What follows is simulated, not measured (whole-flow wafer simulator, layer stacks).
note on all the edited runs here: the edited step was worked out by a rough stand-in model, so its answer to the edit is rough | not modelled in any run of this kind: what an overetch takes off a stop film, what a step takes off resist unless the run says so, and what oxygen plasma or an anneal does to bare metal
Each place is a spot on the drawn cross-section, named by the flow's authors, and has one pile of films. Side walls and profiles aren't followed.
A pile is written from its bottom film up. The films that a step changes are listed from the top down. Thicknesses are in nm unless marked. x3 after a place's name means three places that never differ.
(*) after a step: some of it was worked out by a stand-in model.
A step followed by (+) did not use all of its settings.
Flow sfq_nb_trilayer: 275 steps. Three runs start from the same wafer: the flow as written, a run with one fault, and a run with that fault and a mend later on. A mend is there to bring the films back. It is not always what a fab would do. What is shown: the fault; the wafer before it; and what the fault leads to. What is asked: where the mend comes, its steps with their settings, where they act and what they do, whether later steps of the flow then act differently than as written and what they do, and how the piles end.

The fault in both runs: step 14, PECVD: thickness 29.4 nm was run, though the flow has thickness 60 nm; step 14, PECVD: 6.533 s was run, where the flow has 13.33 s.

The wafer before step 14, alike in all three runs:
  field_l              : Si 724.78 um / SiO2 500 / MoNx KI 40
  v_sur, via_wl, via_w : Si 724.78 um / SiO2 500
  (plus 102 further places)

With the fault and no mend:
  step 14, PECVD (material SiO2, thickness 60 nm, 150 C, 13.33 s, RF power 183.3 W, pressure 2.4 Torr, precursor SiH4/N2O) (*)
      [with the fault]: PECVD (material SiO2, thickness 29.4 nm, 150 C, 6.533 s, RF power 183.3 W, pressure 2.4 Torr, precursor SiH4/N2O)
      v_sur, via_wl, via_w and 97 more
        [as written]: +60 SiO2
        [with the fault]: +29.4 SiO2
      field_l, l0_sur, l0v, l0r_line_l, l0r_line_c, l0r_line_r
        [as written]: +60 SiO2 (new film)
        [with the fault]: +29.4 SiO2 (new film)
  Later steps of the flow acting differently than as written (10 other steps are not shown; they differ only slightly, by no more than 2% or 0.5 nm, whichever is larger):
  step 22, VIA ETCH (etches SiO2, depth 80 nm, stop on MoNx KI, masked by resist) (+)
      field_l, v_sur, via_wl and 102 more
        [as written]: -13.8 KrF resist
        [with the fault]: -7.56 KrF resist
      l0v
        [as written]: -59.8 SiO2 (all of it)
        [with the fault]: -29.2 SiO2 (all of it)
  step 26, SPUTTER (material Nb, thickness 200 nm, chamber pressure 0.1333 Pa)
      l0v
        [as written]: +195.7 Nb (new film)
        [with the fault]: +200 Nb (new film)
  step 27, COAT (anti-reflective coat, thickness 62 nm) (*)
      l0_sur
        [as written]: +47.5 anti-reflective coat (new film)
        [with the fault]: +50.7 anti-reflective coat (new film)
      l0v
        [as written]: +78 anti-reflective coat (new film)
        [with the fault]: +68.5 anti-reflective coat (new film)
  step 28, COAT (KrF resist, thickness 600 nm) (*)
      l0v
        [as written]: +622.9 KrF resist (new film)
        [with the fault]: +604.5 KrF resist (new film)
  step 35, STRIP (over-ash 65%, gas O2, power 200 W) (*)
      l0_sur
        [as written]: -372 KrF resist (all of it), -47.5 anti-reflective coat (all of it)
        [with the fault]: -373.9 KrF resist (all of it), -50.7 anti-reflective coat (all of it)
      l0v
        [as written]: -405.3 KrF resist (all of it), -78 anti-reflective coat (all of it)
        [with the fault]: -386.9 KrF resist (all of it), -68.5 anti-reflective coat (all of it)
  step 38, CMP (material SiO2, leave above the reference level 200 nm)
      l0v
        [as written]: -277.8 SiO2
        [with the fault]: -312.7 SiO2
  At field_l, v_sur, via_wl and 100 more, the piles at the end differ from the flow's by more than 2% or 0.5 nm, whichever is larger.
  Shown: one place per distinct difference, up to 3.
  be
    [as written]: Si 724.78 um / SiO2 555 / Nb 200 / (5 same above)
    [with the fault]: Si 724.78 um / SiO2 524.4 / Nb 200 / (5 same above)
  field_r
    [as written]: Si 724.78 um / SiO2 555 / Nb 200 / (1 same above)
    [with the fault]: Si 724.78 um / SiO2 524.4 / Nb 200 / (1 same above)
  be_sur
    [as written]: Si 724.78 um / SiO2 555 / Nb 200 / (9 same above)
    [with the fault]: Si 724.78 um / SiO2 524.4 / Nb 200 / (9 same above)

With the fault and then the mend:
  The mend follows step 20.
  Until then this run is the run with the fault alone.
  step 20a, STRIP (over-ash 65%, gas O2, power 200 W) (*)
      p4_fl x3, p4_w1 x9, p4_g1 x2 and 59 more
        -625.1 KrF resist (all of it), -62 anti-reflective coat (all of it)
      jj_sur, ce_l, c5j, ce_r, sp_r, be_r, r_sur
        -632 KrF resist (all of it), -63.7 anti-reflective coat (all of it)
      gap, res, r_end
        -632.1 KrF resist (all of it), -63.7 anti-reflective coat (all of it)
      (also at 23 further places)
  step 20b, PECVD (material SiO2, thickness 30.6 nm, 150 C, 6.8 s, RF power 183.3 W, pressure 2.4 Torr, precursor SiH4/N2O) (the flow's step 14 again, with other settings)
      field_l, v_sur, via_wl and 103 more
        +30.6 SiO2
  step 20c, COAT (anti-reflective coat, thickness 62 nm) (*) (the flow's step 15 again)
      p4_fl x3, p4_w1 x9, p4_g1 x2 and 59 more
        +62 anti-reflective coat (new film)
      be_sur, gap, jj_sur and 8 more
        +63.7 anti-reflective coat (new film)
      wire, be, moat, field_r, lsp_l
        +63.8 anti-reflective coat (new film)
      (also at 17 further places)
  step 20d, COAT (KrF resist, thickness 650 nm) (*) (the flow's step 16 again)
      p4_fl x3, p4_w1 x9, p4_g1 x2 and 59 more
        +650 KrF resist (new film)
      jj_sur, ce_l, c5j, ce_r, sp_r, be_r, r_sur
        +656.9 KrF resist (new film)
      v_sur, via_wr
        +659.5 KrF resist (new film)
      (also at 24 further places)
  step 20e, SOFTBAKE (KrF resist) (the flow's step 17 again)
      alters no film at any place that is followed
  step 20f, EXPOSE (photomask L0V, dose 12.41 mJ/cm2, NA 0.6, wavelength 248 nm) (*) (the flow's step 18 again)
      alters no film at any place that is followed
  step 20g, PEB (KrF resist, 90 s) (the flow's step 19 again)
      p4_fl x3, p4_w1 x9, p4_g1 x2 and 59 more
        -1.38 KrF resist
      via_v, wire, be and 15 more
        -1.39 KrF resist
      v_sur, via_w, via_wr, via_sp, lsp_m, ln_m6, lsp_r
        -1.4 KrF resist
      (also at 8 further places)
  step 20h, DEVELOP (KrF resist, thickness 650 nm, 60 s) (the flow's step 20 again)
      field_l, v_sur, via_wl and 102 more
        -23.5 KrF resist
      l0v
        -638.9 KrF resist (all of it)
  Later steps of the flow that are run all act as written at every place that is followed, up to a difference of at most 2% or 0.5 nm, whichever is larger.
  At every place that both follow, the piles at the end match the flow's.
